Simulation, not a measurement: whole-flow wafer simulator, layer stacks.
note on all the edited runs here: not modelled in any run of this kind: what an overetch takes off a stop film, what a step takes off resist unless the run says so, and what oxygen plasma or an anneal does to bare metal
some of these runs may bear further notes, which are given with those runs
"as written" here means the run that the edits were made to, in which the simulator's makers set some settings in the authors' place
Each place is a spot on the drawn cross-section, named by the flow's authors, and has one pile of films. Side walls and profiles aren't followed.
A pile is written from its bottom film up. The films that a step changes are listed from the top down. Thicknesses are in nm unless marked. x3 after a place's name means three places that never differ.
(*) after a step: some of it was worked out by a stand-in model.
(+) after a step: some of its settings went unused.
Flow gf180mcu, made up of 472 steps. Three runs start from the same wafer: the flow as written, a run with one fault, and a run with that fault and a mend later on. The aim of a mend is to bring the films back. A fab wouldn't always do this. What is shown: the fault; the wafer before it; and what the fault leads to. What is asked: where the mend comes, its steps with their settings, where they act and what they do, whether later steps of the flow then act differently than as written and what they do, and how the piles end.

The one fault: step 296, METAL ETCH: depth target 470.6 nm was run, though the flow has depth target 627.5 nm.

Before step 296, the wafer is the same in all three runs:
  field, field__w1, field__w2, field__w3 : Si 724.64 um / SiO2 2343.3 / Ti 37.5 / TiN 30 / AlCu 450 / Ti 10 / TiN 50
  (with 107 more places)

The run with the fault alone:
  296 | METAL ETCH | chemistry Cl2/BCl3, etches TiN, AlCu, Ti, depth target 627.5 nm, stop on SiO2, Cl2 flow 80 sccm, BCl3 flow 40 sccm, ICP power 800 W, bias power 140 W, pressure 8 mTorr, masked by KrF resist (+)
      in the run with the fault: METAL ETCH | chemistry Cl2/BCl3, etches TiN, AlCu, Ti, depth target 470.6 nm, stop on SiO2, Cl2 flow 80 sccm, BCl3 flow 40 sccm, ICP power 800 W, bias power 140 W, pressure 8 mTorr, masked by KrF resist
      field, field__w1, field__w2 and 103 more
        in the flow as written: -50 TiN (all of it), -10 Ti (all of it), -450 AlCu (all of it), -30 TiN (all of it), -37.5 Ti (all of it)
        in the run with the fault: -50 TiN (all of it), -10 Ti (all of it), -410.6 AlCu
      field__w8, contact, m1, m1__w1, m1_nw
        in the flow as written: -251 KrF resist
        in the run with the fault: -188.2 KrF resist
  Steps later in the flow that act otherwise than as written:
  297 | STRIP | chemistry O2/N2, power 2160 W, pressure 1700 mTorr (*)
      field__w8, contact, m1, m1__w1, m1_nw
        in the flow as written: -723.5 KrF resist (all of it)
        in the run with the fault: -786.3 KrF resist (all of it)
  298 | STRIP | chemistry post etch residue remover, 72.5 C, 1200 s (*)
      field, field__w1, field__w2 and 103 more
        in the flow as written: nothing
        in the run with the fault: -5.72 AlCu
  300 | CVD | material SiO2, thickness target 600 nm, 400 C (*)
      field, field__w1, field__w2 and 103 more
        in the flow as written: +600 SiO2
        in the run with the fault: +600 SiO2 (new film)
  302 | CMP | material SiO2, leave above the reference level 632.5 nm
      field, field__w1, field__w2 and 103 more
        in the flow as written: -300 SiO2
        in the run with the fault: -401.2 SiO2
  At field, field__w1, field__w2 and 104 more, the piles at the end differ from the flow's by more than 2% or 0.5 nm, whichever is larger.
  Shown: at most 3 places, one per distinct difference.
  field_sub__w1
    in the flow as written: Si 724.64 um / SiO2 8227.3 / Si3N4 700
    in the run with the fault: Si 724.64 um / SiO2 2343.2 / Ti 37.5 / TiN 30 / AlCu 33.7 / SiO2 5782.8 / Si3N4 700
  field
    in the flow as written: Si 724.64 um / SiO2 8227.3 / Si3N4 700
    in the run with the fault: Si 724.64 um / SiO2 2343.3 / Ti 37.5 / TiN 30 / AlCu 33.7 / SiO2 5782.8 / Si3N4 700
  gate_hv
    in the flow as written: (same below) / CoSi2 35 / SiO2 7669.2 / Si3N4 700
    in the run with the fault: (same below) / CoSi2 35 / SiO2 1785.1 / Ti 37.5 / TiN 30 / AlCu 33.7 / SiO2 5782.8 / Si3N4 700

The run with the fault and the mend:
  After step 298 comes the mend.
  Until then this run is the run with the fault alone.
  298a | DEHYDRATE | 200 C, 60 s (a further turn of the flow's step 289)
      leaves every film unchanged at each place that is followed
  298b | HMDS | 120 C, 60 s (a further turn of the flow's step 290)
      leaves every film unchanged at each place that is followed
  298c | COAT | KrF resist, thickness 1000 nm (*) (a further turn of the flow's step 291)
      iso_ptap_pw, iso_ntap_nw, iso_nw_fld and 33 more
        +1000 KrF resist (new film)
      field__w1, field_sub, field_sub__w1 and 10 more
        +1002.7 KrF resist (new film)
      field__w13, p_well, sti and 7 more
        +1003.1 KrF resist (new film)
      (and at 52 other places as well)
  298d | SOFTBAKE | KrF resist (a further turn of the flow's step 292)
      leaves every film unchanged at each place that is followed
  298e | EXPOSE | photomask Metal2 (a further turn of the flow's step 293)
      leaves every film unchanged at each place that is followed
  298f | PEB | KrF resist, 135 C, 90 s (a further turn of the flow's step 294)
      field__w1, field__w2, field__w3 and 56 more
        -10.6 KrF resist
      iso_ptap_pw, iso_ntap_nw, iso_nw_fld and 33 more
        -10.5 KrF resist
      gate_hv, sd_p, nw_sep_fld, polyc_n, polyc_n_rim
        -10.7 KrF resist
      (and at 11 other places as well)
  298g | DEVELOP | thickness 1000 nm, 60 s (a further turn of the flow's step 295)
      iso_ptap_pw, iso_ntap_nw, iso_nw_fld and 33 more
        -989.5 KrF resist (all of it)
      field_sub, field_sub__w1, field_sub__w2 and 13 more
        -992.2 KrF resist (all of it)
      p_well, sti, spacer and 7 more
        -992.5 KrF resist (all of it)
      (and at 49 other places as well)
  298h | METAL ETCH | chemistry Cl2/BCl3, etches TiN, AlCu, Ti, depth target 156.9 nm, stop on SiO2, Cl2 flow 80 sccm, BCl3 flow 40 sccm, ICP power 800 W, bias power 140 W, pressure 8 mTorr, masked by KrF resist (+) (a further turn of the flow's step 296, with different settings)
      field, field__w1, field__w2 and 103 more
        -33.7 AlCu (all of it), -30 TiN (all of it), -37.5 Ti (all of it)
      field__w8, contact, m1, m1__w1, m1_nw
        -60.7 KrF resist
  298i | STRIP | chemistry O2/N2, power 2160 W, pressure 1700 mTorr (*) (a further turn of the flow's step 297)
      field__w8
        -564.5 KrF resist (all of it)
      contact
        -562.4 KrF resist (all of it)
      m1
        -565.3 KrF resist (all of it)
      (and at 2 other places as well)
  298j | STRIP | chemistry post etch residue remover, 72.5 C, 1200 s (*) (a further turn of the flow's step 298)
      field__w8, contact, m1, m1__w1, m1_nw
        -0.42 TiN
  None of the later steps of the flow differs from how it acts as written, at any place that is followed, by more than 2% or 0.5 nm, whichever is larger.
  At the end the piles are close to the flow's at the places that both follow, differing by at most 2% or 0.5 nm, whichever is larger.
